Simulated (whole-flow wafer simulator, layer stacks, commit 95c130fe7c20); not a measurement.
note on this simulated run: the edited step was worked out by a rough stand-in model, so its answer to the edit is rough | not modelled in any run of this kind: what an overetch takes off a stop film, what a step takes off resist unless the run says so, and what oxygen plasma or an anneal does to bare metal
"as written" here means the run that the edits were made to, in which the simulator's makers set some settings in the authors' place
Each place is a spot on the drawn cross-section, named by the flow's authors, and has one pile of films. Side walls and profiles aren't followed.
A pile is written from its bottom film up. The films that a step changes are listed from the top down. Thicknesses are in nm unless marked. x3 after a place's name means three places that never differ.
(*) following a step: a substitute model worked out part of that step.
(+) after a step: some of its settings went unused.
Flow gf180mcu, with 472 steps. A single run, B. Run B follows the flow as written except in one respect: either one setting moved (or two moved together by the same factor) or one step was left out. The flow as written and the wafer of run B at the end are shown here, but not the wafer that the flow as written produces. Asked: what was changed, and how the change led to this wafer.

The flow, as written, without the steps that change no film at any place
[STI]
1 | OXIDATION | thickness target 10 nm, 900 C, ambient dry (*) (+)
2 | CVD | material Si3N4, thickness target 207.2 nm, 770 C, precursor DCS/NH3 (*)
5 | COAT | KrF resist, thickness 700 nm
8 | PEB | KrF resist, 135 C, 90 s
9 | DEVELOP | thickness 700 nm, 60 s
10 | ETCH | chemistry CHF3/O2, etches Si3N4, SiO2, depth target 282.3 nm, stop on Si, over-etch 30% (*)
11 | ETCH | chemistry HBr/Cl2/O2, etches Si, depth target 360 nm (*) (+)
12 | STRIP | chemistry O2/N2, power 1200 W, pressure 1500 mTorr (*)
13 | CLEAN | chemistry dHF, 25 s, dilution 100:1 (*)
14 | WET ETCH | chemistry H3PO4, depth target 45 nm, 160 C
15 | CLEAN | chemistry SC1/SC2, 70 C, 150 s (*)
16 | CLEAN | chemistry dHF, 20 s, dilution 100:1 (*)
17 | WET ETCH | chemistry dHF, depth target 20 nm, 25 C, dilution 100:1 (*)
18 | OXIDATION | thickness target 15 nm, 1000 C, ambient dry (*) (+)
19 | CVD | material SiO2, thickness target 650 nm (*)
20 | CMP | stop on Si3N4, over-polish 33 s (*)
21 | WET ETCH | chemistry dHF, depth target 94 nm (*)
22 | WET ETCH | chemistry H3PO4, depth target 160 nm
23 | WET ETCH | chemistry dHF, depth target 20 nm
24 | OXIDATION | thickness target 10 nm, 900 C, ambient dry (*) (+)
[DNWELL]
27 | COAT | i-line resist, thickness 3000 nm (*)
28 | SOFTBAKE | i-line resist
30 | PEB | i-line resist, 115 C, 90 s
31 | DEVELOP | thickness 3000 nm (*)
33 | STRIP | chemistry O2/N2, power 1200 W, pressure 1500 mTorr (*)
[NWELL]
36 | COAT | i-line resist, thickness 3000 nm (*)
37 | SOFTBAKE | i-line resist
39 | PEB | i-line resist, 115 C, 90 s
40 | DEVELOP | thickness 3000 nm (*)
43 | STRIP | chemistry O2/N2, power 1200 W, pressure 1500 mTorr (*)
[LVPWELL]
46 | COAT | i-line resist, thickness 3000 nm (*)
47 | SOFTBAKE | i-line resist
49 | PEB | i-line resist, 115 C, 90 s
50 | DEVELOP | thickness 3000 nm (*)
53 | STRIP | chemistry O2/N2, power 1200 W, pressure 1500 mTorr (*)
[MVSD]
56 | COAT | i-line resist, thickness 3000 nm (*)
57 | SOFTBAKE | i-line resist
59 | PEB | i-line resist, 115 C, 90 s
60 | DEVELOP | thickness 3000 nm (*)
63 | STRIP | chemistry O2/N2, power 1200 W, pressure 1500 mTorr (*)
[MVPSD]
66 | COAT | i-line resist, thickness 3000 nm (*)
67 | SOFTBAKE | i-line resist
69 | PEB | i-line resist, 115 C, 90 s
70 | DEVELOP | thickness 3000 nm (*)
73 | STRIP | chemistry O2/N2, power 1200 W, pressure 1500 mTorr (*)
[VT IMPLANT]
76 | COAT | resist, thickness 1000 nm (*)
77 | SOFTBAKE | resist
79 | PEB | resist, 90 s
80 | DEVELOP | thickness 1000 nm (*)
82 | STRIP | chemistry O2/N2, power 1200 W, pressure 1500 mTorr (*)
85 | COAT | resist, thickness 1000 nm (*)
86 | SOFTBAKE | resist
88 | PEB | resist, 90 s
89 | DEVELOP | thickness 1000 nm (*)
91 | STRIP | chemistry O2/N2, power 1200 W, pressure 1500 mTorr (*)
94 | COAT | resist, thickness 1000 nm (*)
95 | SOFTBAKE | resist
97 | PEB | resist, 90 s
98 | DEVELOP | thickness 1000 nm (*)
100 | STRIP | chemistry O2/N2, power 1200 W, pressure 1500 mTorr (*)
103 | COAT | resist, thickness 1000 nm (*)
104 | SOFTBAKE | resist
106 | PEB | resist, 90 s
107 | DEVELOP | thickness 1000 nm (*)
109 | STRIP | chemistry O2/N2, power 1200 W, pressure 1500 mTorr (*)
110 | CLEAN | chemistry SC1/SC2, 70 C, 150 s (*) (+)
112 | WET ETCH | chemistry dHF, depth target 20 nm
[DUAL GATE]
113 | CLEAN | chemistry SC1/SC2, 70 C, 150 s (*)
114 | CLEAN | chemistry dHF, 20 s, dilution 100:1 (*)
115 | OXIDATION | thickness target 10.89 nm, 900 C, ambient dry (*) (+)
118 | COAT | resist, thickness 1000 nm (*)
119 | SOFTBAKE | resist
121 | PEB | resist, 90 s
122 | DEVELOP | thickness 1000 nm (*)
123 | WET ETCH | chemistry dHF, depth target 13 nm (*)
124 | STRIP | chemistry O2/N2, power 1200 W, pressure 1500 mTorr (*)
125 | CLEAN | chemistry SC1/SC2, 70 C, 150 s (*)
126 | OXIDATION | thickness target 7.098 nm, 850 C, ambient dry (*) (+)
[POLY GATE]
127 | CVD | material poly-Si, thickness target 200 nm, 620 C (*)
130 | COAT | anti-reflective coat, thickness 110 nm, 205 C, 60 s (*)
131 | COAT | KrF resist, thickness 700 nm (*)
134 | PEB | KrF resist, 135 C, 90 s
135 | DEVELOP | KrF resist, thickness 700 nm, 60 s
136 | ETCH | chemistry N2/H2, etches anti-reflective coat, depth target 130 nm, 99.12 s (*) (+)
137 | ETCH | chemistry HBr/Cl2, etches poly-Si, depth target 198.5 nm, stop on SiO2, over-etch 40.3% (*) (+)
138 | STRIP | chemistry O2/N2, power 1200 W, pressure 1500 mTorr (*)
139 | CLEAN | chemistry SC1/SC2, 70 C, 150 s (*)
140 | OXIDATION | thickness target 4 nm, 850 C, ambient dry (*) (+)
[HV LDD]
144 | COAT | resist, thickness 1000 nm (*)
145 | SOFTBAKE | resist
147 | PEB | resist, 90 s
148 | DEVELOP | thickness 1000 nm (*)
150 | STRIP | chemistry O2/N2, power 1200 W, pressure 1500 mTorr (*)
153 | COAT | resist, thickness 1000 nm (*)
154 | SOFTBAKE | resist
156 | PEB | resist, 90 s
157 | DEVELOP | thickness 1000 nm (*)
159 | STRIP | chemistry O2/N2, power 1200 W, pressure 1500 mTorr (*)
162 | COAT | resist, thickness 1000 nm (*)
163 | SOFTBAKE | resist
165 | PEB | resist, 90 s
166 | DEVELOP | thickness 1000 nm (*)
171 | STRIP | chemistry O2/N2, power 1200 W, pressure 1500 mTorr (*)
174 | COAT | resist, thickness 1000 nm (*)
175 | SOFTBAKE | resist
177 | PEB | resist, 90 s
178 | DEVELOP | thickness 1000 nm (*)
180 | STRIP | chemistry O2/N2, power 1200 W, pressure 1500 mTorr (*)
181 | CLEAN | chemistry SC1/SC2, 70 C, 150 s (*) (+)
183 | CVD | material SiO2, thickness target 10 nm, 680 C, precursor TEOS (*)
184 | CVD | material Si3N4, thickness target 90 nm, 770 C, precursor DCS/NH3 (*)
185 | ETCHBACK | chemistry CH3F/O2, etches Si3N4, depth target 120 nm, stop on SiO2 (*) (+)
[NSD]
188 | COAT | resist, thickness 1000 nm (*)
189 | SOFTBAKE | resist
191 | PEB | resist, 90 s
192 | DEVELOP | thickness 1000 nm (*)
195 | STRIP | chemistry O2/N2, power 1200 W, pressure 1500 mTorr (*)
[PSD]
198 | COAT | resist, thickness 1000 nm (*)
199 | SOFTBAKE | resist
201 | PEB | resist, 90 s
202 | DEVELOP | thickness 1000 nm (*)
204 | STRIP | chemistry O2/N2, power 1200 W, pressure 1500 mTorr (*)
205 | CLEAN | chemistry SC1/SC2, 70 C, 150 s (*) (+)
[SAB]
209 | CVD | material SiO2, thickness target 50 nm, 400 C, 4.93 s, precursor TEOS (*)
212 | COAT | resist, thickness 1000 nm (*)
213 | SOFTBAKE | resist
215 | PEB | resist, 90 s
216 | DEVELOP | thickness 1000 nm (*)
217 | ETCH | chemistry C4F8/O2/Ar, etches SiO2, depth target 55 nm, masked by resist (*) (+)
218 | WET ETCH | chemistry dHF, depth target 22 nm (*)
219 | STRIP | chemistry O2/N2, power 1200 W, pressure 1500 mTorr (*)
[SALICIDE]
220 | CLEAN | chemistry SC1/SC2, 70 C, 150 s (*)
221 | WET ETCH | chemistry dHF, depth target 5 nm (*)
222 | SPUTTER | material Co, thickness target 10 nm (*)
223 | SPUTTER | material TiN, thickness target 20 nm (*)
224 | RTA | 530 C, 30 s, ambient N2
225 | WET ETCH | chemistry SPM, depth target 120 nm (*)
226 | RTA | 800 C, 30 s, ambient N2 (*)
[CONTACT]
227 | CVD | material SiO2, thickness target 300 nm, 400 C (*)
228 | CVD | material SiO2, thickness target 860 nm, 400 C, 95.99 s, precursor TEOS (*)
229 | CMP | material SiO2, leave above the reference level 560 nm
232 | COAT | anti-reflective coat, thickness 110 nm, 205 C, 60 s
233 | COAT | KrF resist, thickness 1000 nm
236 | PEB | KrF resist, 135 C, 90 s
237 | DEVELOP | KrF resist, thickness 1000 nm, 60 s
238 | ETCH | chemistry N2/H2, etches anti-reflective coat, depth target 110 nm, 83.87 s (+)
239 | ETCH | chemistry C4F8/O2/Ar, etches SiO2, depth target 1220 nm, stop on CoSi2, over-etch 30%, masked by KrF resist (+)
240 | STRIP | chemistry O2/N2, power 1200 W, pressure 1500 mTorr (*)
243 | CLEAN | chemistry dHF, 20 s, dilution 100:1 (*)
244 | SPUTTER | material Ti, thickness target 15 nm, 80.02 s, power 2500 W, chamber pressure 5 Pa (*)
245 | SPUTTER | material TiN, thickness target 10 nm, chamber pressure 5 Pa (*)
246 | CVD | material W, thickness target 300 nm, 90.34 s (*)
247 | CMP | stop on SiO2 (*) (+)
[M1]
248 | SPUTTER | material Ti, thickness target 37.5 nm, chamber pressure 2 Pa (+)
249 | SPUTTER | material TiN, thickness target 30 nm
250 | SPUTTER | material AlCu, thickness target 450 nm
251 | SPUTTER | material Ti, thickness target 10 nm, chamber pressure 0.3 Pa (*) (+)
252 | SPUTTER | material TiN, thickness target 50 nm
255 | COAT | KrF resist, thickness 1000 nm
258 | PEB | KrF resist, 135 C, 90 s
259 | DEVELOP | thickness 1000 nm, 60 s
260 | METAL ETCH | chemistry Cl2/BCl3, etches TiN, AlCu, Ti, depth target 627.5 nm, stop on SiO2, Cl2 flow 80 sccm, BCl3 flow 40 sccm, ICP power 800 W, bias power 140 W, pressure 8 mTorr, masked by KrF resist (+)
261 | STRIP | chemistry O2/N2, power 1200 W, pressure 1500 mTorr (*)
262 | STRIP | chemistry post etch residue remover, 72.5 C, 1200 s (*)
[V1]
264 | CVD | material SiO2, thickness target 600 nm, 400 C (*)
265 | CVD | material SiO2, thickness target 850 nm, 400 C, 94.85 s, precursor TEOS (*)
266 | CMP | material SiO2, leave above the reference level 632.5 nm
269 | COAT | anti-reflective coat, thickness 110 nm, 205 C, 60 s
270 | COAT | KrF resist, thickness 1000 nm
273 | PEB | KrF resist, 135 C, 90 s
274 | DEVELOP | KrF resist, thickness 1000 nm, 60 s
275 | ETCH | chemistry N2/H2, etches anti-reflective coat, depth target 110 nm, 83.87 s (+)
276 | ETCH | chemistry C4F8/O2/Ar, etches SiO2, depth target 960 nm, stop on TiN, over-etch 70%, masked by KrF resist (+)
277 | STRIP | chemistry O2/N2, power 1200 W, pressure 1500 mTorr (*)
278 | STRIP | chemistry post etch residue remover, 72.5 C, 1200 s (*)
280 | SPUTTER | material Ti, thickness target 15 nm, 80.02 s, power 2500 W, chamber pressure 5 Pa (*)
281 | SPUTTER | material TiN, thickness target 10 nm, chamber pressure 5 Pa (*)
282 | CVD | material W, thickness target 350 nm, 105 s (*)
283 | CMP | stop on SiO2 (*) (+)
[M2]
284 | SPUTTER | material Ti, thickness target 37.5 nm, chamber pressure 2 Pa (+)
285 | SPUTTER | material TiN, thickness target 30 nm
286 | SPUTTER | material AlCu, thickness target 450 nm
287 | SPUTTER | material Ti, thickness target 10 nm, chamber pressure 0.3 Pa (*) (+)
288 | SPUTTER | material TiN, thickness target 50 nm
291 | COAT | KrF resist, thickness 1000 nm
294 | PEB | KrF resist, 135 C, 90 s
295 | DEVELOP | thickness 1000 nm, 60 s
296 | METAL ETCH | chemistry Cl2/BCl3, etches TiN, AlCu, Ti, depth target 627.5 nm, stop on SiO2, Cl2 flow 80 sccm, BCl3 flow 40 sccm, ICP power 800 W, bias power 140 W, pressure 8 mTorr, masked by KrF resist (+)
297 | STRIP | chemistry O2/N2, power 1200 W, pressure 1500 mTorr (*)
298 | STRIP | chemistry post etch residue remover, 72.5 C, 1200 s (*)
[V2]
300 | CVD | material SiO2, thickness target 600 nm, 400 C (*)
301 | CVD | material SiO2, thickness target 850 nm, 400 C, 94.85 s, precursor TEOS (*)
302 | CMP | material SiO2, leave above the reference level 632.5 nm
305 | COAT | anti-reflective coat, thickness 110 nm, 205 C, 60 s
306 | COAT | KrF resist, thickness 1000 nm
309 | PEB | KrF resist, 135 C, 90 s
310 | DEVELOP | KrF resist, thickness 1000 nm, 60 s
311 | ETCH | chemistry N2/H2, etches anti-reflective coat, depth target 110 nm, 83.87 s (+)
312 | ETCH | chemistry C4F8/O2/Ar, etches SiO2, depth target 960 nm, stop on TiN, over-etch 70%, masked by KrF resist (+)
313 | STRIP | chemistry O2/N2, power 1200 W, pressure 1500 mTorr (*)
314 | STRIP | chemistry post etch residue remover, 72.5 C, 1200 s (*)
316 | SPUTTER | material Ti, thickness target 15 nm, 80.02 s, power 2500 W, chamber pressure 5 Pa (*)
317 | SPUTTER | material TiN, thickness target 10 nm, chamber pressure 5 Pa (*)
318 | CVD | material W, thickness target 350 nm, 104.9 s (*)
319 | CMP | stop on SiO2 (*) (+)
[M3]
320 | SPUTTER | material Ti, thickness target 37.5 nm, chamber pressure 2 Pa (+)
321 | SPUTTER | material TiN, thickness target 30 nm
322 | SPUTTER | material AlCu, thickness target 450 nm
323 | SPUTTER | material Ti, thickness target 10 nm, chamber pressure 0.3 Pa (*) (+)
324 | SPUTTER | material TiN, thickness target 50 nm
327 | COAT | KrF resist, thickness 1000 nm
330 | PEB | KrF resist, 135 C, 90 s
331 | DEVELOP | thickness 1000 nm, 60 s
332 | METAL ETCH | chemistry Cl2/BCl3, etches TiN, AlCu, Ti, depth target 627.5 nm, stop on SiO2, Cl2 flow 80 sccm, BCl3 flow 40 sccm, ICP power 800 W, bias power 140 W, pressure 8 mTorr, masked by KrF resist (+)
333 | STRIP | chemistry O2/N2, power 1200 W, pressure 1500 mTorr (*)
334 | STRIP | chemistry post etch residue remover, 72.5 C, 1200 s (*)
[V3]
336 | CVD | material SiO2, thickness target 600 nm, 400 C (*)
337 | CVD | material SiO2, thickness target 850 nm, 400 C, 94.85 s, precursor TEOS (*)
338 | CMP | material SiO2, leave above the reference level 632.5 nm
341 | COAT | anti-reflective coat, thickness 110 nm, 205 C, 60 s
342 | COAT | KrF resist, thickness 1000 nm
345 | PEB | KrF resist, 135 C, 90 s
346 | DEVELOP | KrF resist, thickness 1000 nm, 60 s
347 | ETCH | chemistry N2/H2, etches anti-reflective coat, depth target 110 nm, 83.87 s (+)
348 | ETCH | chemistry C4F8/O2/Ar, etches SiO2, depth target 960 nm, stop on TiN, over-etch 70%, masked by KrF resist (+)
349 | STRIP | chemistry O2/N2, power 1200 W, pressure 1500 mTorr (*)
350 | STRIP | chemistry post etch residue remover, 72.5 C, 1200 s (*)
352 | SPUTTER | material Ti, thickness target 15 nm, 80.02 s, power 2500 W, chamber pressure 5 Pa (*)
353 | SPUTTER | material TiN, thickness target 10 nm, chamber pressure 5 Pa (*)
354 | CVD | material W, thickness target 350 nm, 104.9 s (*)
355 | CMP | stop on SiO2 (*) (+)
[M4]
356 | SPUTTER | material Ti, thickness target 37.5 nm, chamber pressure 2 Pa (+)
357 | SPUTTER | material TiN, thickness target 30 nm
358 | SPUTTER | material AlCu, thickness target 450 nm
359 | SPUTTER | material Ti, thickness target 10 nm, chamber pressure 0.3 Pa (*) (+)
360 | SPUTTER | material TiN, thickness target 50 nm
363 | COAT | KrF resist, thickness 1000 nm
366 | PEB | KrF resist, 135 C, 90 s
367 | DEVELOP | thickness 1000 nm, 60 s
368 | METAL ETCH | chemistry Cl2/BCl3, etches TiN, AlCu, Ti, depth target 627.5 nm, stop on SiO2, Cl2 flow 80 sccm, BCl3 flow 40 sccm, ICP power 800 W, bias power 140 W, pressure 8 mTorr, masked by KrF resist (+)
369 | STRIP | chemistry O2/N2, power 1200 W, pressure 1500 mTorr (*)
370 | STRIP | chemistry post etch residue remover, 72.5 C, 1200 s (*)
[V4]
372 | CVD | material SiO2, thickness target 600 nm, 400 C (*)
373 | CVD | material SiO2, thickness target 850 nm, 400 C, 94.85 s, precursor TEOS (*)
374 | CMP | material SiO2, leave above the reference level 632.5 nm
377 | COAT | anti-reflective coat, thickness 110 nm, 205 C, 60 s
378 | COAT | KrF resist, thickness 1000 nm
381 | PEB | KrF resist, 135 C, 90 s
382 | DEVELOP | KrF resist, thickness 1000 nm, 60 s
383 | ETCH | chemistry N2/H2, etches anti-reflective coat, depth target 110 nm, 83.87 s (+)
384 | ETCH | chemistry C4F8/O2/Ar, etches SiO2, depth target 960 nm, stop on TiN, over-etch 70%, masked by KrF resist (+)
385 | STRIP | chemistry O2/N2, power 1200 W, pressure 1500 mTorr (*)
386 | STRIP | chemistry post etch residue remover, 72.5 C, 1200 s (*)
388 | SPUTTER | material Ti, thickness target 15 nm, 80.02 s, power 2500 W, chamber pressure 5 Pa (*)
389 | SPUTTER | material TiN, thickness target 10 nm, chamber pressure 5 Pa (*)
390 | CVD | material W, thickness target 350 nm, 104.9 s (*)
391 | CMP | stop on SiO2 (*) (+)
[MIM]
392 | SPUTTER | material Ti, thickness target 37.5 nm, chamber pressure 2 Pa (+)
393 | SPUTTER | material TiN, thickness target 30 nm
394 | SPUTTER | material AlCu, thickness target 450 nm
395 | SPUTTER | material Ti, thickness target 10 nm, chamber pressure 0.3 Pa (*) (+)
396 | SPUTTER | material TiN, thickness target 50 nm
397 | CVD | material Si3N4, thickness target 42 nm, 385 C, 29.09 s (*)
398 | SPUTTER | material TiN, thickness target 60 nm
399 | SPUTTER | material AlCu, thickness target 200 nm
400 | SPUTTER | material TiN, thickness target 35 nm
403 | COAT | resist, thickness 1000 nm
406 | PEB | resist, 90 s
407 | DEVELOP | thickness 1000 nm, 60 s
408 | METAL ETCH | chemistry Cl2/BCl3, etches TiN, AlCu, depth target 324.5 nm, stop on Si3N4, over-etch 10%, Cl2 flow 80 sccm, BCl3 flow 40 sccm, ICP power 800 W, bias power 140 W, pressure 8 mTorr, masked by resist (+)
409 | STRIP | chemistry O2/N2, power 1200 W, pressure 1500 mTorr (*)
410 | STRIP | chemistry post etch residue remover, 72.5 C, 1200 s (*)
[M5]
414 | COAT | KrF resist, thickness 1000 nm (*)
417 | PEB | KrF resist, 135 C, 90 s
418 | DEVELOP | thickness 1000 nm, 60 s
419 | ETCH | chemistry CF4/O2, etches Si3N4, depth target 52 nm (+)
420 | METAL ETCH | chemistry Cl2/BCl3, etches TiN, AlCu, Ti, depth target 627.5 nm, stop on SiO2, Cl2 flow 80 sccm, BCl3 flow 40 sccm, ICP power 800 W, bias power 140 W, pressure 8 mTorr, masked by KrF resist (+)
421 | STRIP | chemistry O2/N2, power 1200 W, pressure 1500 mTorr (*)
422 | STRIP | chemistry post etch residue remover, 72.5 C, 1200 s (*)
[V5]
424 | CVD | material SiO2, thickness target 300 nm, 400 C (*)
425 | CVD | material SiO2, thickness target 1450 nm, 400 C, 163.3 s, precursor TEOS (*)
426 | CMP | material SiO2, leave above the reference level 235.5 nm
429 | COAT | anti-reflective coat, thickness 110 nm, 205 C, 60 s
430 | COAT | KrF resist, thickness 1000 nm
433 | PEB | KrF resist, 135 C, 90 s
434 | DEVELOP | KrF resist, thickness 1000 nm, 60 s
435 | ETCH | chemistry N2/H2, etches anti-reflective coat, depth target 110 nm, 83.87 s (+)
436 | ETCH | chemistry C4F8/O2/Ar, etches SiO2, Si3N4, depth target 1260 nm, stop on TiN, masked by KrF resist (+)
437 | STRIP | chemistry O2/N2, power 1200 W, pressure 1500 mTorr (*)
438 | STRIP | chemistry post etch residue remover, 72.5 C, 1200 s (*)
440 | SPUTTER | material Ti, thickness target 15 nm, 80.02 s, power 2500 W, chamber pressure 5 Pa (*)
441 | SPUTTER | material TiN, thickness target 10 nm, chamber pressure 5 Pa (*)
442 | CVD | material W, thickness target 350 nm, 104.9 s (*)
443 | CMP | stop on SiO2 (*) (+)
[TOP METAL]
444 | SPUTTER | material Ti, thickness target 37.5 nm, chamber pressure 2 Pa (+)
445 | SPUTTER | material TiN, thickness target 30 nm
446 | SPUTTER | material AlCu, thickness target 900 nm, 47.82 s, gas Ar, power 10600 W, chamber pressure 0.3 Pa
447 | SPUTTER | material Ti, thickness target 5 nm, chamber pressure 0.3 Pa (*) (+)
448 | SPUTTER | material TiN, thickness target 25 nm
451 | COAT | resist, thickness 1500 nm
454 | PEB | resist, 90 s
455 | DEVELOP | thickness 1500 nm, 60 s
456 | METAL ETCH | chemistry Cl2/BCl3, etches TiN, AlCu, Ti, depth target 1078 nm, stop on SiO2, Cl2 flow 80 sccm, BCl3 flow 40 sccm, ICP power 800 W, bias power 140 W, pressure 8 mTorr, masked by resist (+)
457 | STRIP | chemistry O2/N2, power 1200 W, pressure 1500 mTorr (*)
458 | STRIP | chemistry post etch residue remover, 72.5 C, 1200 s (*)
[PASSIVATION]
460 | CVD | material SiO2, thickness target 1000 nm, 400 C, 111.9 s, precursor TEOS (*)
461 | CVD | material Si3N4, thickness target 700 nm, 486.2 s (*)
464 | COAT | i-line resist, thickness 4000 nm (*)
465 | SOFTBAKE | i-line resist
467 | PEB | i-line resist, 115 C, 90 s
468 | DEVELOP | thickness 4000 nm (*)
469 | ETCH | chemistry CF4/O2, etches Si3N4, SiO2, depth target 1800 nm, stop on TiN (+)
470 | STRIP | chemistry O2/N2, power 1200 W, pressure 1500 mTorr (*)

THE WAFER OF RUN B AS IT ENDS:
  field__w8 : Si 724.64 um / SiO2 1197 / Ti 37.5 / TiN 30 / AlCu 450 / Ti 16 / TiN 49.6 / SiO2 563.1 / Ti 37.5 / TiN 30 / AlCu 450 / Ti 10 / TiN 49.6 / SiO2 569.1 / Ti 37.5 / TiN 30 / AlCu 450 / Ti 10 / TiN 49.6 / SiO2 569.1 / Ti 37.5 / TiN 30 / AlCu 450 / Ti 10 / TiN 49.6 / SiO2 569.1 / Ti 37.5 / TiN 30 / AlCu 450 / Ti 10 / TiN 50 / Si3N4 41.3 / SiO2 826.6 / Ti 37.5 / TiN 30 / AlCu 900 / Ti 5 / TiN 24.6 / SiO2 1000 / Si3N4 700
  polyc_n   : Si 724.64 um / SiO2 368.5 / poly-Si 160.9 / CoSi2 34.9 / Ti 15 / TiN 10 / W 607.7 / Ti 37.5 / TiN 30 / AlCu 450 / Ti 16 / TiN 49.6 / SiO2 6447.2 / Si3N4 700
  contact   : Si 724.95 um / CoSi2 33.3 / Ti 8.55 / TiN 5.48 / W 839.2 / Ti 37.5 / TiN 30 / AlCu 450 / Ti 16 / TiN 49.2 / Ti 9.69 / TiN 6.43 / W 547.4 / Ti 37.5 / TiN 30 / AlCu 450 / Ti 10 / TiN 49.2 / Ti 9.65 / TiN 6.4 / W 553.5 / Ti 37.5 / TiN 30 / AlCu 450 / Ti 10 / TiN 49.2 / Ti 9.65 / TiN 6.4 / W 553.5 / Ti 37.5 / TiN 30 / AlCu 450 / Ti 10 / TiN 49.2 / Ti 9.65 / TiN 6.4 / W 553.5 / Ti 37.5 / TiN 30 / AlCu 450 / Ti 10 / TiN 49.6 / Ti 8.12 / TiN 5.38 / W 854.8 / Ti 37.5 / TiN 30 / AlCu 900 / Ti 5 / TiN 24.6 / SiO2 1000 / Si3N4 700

What caused this: step 251, SPUTTER: thickness target 16 nm was run, though the flow has thickness target 10 nm.
One can read it off the wafer: field__w8 has Ti 16, and step 251 as written asks for 10 nm.

How this came from the change, step by step:
  251 | SPUTTER | material Ti, thickness target 10 nm, chamber pressure 0.3 Pa (*) (+)
      field, field__w1, field__w2 and 108 more: Ti gains 16 (new film) (it would be, as written: Ti gains 10 (new film))
  260 | METAL ETCH | chemistry Cl2/BCl3, etches TiN, AlCu, Ti, depth target 627.5 nm, stop on SiO2, Cl2 flow 80 sccm, BCl3 flow 40 sccm, ICP power 800 W, bias power 140 W, pressure 8 mTorr, masked by KrF resist (+)
      field, field__w1, field__w2 and 99 more: TiN loses 50 (all of it), Ti loses 16 (all of it), AlCu loses 450 (all of it), TiN loses 30 (all of it), Ti loses 37.5 (all of it) (it would be, as written: TiN loses 50 (all of it), Ti loses 10 (all of it), AlCu loses 450 (all of it), TiN loses 30 (all of it), Ti loses 37.5 (all of it))
